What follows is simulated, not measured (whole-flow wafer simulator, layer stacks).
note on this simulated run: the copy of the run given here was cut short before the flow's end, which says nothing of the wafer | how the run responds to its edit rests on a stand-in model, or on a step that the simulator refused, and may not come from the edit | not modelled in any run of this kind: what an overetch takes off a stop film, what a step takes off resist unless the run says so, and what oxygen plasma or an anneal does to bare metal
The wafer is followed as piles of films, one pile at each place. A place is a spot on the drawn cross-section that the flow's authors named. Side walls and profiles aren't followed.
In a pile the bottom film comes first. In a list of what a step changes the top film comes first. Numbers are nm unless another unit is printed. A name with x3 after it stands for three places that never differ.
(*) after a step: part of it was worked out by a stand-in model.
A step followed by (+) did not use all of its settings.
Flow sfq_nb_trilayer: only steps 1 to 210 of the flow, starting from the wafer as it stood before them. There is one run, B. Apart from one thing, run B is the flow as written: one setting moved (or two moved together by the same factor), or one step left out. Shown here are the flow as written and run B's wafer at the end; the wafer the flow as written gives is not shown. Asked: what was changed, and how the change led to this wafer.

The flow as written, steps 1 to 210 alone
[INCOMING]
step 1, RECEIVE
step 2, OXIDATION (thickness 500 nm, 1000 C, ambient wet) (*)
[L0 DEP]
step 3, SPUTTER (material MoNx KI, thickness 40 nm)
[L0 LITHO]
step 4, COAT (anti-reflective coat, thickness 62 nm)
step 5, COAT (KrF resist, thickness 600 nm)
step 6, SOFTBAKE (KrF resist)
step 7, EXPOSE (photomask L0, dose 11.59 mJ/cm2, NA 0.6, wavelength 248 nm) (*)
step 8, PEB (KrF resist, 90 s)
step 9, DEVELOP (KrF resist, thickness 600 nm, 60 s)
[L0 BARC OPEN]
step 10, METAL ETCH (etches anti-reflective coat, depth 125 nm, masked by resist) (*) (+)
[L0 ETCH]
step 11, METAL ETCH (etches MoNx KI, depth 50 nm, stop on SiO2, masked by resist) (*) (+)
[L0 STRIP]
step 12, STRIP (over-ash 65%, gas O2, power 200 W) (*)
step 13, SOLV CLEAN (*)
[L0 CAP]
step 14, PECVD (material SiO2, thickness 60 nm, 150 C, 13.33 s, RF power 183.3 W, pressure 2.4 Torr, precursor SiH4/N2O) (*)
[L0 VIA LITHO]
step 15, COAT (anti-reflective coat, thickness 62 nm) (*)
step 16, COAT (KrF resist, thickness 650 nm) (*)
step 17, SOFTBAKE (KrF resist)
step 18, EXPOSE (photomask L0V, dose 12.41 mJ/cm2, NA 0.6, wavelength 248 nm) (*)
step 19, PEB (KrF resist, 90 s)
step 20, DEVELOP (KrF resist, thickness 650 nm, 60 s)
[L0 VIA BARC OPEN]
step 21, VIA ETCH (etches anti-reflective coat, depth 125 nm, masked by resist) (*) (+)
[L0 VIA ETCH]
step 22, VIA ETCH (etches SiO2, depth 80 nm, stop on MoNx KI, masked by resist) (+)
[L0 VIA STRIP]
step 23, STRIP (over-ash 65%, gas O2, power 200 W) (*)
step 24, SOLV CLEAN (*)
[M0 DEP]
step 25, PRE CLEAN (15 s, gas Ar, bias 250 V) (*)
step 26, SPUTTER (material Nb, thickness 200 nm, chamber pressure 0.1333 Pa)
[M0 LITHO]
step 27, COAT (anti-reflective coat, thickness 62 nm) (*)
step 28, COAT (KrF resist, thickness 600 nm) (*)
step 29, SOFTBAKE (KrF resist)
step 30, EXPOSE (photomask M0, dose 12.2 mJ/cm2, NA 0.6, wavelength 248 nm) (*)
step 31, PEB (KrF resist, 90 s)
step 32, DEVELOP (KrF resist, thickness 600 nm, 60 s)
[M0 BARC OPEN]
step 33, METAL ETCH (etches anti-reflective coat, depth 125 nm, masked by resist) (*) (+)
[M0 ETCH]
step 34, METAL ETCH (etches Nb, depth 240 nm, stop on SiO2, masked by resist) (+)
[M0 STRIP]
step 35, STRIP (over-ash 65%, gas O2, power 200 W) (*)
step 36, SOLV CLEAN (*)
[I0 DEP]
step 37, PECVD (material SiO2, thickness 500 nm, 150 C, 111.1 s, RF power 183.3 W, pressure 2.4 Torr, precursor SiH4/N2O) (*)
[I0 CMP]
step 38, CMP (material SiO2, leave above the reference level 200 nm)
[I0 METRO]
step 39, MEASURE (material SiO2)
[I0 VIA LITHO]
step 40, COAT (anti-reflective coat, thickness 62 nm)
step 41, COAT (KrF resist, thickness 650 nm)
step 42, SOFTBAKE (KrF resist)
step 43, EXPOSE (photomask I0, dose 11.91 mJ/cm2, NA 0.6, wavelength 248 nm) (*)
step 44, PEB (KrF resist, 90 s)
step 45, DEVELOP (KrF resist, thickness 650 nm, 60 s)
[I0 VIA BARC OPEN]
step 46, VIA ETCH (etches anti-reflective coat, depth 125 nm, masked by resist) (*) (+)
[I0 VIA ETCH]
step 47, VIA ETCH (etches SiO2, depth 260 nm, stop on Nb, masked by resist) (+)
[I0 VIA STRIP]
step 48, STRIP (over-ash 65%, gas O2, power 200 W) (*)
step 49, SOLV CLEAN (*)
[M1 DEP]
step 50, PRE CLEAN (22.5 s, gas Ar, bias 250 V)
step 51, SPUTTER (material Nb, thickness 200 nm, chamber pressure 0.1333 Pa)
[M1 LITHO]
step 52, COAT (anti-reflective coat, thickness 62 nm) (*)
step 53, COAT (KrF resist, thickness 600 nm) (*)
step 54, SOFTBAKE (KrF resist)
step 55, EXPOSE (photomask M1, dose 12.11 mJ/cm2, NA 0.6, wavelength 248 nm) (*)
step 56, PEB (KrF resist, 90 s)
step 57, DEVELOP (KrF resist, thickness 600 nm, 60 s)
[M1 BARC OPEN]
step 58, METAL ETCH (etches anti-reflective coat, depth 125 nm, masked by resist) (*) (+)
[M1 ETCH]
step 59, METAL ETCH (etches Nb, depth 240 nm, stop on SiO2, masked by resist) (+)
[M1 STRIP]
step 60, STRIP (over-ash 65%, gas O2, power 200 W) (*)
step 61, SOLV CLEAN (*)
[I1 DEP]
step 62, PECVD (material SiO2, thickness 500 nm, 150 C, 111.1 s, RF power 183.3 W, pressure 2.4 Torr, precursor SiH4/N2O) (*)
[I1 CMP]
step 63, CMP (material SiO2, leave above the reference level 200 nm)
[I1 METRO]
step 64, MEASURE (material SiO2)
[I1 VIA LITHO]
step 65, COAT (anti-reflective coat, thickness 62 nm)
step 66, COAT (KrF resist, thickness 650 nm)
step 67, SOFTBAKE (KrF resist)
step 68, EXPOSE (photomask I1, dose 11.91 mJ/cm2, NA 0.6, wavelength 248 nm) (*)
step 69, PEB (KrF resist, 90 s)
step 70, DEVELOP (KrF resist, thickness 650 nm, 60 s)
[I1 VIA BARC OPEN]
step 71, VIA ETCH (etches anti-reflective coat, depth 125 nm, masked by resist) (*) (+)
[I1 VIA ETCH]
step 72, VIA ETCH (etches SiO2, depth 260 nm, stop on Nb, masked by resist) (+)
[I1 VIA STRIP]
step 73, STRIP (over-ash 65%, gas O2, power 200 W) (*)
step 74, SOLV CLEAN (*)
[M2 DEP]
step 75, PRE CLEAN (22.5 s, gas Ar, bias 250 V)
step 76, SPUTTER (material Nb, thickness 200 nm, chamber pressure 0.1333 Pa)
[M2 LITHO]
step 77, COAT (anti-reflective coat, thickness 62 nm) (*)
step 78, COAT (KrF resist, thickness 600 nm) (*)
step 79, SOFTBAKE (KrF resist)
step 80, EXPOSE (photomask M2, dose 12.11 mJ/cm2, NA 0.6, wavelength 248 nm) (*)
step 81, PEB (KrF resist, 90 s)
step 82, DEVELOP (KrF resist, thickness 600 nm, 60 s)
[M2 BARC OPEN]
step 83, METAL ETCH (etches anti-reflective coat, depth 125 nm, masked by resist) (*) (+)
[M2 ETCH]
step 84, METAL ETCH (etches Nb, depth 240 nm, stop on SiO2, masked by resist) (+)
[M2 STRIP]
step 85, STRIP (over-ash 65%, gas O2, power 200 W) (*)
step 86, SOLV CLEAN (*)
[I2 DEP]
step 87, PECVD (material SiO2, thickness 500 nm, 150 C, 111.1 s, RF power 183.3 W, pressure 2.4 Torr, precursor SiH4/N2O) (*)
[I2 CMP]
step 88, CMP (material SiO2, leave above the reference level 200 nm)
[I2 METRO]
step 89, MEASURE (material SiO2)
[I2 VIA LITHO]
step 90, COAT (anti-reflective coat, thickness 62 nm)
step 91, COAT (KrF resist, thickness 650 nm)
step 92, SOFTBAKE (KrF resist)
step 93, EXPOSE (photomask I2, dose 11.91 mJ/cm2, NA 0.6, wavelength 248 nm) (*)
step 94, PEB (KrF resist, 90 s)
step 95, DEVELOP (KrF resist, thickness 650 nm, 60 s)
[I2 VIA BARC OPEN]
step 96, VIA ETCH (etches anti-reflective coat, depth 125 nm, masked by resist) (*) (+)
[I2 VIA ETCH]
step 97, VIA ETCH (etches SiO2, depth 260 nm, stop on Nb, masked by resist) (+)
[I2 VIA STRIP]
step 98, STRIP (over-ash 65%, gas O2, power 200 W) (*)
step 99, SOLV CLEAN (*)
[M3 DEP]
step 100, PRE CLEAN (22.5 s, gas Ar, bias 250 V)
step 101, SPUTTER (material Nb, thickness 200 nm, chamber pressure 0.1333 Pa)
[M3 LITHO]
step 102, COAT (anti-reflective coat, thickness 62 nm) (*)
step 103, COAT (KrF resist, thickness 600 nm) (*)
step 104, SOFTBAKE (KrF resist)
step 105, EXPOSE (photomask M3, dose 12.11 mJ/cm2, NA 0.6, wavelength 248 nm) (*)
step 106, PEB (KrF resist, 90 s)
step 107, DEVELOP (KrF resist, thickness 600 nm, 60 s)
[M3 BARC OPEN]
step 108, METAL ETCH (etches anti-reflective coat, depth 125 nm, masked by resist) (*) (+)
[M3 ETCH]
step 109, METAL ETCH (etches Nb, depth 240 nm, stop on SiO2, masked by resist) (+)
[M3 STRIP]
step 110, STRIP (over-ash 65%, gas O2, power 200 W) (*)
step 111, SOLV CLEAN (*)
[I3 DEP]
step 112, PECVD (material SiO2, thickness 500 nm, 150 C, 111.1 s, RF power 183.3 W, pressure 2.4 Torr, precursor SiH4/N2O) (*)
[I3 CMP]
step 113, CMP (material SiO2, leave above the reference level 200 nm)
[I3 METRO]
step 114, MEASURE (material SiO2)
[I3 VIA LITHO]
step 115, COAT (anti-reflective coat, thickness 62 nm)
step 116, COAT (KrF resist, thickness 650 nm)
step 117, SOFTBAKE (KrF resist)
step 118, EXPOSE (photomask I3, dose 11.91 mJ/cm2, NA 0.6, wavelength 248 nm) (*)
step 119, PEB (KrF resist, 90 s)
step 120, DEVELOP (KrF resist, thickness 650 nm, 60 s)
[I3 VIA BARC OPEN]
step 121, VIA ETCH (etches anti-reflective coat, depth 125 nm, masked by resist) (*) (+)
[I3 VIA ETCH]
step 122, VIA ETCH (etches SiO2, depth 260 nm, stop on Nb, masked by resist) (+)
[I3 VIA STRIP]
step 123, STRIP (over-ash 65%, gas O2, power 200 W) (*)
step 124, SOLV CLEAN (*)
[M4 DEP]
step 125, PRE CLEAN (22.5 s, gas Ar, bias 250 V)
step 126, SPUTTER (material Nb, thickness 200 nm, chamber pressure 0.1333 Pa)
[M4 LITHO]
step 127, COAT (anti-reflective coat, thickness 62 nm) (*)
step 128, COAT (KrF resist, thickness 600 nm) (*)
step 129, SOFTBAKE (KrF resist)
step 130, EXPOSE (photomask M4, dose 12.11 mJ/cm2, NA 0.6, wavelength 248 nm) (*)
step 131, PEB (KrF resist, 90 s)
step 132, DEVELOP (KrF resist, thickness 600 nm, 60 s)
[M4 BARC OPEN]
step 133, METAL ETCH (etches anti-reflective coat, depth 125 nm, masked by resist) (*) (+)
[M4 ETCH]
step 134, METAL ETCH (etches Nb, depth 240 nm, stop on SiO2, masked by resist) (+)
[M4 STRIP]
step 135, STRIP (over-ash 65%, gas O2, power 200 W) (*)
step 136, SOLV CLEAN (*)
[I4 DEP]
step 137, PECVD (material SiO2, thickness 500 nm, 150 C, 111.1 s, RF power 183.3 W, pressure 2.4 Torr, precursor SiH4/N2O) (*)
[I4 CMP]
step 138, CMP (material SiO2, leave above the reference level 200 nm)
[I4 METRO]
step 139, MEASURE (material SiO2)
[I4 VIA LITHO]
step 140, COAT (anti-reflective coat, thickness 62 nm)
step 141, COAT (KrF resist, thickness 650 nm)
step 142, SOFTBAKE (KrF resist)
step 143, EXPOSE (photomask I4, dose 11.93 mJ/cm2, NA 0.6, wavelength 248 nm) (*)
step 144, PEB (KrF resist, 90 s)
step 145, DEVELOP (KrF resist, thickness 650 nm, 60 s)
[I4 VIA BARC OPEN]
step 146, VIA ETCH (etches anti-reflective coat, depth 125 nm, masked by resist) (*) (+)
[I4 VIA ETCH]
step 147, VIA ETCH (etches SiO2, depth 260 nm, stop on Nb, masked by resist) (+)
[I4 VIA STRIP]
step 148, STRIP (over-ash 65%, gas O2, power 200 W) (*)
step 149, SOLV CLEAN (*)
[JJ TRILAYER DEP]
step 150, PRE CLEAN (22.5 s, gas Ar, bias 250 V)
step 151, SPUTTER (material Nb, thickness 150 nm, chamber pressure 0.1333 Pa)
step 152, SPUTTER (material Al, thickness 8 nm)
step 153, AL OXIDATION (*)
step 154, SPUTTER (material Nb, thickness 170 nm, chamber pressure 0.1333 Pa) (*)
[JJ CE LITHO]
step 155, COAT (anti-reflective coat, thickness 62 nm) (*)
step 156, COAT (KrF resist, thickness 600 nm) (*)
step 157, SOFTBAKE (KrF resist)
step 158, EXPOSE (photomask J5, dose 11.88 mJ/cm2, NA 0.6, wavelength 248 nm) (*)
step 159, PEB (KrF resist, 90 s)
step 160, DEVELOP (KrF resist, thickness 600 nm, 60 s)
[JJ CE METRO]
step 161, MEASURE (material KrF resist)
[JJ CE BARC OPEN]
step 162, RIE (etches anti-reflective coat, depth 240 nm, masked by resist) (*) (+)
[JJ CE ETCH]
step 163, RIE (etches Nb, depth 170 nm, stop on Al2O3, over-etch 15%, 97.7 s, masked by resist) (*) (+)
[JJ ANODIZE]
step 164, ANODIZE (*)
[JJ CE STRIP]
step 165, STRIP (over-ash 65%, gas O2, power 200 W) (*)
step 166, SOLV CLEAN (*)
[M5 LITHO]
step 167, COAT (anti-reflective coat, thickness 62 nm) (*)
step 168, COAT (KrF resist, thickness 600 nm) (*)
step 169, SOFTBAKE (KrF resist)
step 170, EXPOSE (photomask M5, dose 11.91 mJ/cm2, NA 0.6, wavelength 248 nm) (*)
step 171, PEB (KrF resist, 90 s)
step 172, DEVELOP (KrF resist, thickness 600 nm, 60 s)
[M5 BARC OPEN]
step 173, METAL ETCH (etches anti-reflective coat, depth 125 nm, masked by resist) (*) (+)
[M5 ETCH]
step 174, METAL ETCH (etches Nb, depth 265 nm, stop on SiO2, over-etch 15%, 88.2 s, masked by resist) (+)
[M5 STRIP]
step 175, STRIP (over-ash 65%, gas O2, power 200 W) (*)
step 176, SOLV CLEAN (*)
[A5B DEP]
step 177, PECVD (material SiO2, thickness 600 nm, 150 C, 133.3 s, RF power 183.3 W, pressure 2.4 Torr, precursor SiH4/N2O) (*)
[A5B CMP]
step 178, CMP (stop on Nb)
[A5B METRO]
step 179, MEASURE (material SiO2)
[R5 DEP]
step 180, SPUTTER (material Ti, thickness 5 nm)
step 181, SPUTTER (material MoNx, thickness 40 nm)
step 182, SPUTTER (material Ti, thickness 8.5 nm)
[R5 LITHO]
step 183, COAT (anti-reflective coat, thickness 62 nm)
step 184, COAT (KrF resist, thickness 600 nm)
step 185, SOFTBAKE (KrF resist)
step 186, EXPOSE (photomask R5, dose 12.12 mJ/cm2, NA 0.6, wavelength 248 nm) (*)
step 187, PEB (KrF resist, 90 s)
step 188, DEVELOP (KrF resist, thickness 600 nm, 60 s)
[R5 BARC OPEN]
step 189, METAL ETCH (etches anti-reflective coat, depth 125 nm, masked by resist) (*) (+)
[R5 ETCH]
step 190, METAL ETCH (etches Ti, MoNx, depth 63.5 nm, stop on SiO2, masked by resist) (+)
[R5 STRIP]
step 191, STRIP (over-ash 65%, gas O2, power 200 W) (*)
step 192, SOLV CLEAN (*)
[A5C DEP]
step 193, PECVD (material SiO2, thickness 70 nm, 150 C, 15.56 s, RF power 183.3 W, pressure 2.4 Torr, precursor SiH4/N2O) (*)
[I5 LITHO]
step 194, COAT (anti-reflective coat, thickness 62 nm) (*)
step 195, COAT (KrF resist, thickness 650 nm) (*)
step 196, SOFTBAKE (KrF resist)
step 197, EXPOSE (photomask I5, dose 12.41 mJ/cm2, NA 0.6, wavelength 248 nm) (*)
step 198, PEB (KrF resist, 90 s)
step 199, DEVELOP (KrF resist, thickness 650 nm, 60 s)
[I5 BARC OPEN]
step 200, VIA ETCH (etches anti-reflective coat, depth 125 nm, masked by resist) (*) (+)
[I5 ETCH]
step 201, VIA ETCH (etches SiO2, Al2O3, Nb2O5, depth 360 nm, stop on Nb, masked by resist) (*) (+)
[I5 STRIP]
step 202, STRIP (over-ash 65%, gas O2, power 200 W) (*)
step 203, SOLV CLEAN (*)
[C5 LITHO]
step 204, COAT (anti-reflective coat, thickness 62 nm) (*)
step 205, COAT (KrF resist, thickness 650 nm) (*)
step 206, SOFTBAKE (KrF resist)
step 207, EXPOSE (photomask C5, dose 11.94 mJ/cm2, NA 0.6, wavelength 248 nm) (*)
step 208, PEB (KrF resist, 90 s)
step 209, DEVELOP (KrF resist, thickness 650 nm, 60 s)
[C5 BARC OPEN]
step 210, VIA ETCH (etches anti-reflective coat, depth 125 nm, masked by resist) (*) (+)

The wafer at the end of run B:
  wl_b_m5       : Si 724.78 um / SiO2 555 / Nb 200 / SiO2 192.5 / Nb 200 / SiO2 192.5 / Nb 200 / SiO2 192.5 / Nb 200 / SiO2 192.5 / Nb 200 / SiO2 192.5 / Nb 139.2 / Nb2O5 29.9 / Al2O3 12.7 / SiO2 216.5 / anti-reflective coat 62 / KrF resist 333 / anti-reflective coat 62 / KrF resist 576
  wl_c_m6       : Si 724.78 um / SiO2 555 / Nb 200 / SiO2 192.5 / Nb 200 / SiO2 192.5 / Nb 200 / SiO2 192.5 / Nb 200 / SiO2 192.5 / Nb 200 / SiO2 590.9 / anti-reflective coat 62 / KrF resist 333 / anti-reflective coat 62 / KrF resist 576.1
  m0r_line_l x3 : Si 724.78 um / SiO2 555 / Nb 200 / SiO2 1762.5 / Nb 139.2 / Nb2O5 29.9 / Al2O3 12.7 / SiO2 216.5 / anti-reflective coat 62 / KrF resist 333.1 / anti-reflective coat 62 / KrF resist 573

Cause: step 202, STRIP: over-ash 65%, gas O2, power 200 W (*), was not run.

Step by step, how the change led to this:
  step 204, COAT (anti-reflective coat, thickness 62 nm) (*)
      r5r_spacepad_l, r5r_spacepad_r: anti-reflective coat gains 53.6 (new film) (in the flow as written it would be: anti-reflective coat gains 84.4 (new film))
      via_wr: anti-reflective coat gains 60 (new film) (in the flow as written it would be: anti-reflective coat gains 61.4 (new film))
      (and at 21 other places as well)
  step 205, COAT (KrF resist, thickness 650 nm) (*)
      wire: KrF resist gains 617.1 (new film) (in the flow as written it would be: KrF resist gains 642.5 (new film))
      be: KrF resist gains 1103.8 (new film) (in the flow as written it would be: KrF resist gains 815.3 (new film))
      (and at 9 other places as well)
  step 208, PEB (KrF resist, 90 s)
      be: KrF resist loses 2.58 (in the flow as written it would be: KrF resist loses 1.8)
  step 209, DEVELOP (KrF resist, thickness 650 nm, 60 s)
      c5j: KrF resist loses 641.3 (all of it) (in the flow as written it would be: KrF resist loses 658.1 (all of it))
      res: KrF resist loses 636.6 (all of it) (in the flow as written it would be: KrF resist loses 623.6 (all of it))
  step 210, VIA ETCH (etches anti-reflective coat, depth 125 nm, masked by resist) (*) (+)
      c5j: anti-reflective coat loses 59.9 (all of it) (in the flow as written it would be: anti-reflective coat loses 63.9 (all of it), SiO2 loses 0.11)
      res: anti-reflective coat loses 58.3 (all of it) (in the flow as written it would be: anti-reflective coat loses 56.8 (all of it), SiO2 loses 0.14)
      (and at 104 other places as well)
